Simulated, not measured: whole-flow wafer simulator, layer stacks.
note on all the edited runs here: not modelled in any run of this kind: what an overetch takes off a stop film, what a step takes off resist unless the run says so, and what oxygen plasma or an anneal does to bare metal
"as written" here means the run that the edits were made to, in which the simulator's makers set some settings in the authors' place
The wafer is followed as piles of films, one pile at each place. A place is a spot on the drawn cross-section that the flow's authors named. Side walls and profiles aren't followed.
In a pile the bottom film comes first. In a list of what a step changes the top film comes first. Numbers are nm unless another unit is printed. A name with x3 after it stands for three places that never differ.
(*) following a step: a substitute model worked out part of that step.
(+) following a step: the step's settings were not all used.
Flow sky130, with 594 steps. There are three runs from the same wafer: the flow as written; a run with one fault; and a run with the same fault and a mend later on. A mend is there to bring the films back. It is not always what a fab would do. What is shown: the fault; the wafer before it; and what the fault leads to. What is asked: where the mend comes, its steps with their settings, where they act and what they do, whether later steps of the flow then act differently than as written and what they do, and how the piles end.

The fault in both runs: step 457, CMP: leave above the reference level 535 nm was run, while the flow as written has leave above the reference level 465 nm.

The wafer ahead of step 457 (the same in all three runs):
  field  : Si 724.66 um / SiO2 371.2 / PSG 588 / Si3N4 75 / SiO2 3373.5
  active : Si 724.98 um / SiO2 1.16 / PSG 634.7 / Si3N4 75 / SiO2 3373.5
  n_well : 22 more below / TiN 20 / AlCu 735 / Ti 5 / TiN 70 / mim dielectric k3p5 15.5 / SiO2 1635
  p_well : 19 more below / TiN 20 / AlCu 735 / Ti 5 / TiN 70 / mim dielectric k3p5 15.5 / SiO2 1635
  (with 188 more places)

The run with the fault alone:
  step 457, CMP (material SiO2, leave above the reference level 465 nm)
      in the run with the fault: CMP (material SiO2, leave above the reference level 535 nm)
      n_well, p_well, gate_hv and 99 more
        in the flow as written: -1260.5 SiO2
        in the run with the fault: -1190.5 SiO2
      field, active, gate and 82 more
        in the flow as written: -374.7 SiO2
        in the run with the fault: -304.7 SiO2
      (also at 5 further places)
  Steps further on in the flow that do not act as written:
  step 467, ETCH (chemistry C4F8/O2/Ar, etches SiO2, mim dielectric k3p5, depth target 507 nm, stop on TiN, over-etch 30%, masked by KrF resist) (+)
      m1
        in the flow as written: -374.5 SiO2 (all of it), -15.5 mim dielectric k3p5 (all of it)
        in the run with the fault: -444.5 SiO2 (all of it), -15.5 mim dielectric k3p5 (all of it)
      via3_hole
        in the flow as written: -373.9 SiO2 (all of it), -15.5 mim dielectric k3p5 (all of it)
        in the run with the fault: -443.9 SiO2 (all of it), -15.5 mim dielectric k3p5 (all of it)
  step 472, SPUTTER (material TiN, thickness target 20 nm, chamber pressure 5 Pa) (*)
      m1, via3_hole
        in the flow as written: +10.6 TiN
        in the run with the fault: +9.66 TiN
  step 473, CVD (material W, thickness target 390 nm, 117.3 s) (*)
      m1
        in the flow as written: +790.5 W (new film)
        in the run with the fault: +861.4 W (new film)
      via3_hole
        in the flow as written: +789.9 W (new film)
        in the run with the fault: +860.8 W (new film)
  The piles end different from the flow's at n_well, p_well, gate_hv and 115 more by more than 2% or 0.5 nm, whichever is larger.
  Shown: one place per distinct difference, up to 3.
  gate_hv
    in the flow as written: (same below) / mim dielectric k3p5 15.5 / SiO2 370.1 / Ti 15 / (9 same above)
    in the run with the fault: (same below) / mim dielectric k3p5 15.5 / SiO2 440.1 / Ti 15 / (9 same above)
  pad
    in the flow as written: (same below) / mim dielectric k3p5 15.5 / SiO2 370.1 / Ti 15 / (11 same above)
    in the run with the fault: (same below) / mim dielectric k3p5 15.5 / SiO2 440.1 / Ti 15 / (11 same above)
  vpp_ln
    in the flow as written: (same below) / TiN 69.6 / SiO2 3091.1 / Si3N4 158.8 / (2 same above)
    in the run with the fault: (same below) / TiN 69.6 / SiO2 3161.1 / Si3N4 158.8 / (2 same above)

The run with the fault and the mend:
  After step 457 comes the mend.
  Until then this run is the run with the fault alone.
  step 457a, CMP (material SiO2, leave above the reference level 465 nm) (the flow's step 457, run once more)
      field, active, n_well and 189 more
        -70 SiO2
  Later steps of the flow that are run all act as written at every place that is followed.
  By the end, the piles equal the flow's at every place that both follow.
